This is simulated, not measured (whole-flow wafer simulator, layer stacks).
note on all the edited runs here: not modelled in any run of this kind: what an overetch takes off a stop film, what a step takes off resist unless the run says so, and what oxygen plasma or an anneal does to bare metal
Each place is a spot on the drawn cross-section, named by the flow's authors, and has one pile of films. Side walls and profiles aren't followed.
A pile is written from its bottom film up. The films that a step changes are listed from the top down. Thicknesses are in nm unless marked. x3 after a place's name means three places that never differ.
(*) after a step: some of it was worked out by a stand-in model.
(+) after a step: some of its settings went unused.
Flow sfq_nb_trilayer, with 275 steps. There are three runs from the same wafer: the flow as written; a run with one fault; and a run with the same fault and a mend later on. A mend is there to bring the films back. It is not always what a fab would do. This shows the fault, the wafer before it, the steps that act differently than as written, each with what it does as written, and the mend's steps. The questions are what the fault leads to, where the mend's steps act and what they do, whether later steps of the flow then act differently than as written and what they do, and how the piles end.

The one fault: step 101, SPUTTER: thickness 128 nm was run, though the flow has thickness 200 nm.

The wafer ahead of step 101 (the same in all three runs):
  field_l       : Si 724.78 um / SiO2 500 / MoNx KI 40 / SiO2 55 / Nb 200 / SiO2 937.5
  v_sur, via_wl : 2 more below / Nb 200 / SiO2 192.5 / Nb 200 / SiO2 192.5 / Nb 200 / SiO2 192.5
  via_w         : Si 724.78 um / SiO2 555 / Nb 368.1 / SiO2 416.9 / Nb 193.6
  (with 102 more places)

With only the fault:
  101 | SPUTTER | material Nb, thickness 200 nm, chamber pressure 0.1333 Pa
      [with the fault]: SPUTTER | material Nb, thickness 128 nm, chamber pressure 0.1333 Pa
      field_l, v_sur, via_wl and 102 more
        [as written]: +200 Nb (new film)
        [with the fault]: +128 Nb (new film)
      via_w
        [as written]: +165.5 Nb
        [with the fault]: +105.6 Nb
  Later steps of the flow acting differently than as written (4 other steps are not shown; they differ only slightly, by no more than 2% or 0.5 nm, whichever is larger):
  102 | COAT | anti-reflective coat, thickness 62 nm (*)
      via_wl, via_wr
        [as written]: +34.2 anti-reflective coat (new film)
        [with the fault]: +32.6 anti-reflective coat (new film)
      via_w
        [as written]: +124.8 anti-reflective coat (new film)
        [with the fault]: +121.1 anti-reflective coat (new film)
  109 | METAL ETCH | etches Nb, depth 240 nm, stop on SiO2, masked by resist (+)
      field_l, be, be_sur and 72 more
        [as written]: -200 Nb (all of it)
        [with the fault]: -128 Nb (all of it)
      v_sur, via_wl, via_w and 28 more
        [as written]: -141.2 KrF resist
        [with the fault]: -112.9 KrF resist
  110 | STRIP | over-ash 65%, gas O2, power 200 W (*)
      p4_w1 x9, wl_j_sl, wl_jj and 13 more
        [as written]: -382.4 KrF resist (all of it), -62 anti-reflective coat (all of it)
        [with the fault]: -410.6 KrF resist (all of it), -62 anti-reflective coat (all of it)
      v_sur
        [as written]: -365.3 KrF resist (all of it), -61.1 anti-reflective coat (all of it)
        [with the fault]: -394.3 KrF resist (all of it), -60.8 anti-reflective coat (all of it)
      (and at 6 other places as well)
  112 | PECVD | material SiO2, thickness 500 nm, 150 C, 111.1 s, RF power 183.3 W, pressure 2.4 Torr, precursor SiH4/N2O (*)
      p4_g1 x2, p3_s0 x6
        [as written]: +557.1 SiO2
        [with the fault]: +500 SiO2
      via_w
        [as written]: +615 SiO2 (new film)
        [with the fault]: +595.1 SiO2 (new film)
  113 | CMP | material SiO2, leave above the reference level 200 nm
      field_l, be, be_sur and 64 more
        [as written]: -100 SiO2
        [with the fault]: -172 SiO2
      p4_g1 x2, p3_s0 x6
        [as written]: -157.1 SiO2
        [with the fault]: -172 SiO2
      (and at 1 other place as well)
  By the end, the piles at field_l, v_sur, via_wl and 103 more depart from the flow's by more than 2% or 0.5 nm, whichever is larger.
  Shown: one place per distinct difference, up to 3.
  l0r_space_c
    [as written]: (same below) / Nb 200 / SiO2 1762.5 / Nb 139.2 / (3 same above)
    [with the fault]: (same below) / Nb 200 / SiO2 1690.5 / Nb 139.2 / (3 same above)
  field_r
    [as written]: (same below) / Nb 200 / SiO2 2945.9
    [with the fault]: (same below) / Nb 200 / SiO2 2873.9
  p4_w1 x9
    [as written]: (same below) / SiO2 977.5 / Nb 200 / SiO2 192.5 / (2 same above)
    [with the fault]: (same below) / SiO2 977.5 / Nb 128 / SiO2 192.5 / (2 same above)

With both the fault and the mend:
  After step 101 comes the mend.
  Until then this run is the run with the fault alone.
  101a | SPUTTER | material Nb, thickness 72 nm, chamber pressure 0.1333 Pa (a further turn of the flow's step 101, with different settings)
      field_l, v_sur, via_wl and 102 more
        +72 Nb
      via_w
        +57.5 Nb
  Later steps of the flow that are run all act as written at every place that is followed, up to a difference of at most 2% or 0.5 nm, whichever is larger.
  When the end is reached, the piles differ only a little from the flow's at the places that both follow, at most by 2% or 0.5 nm, whichever is larger.
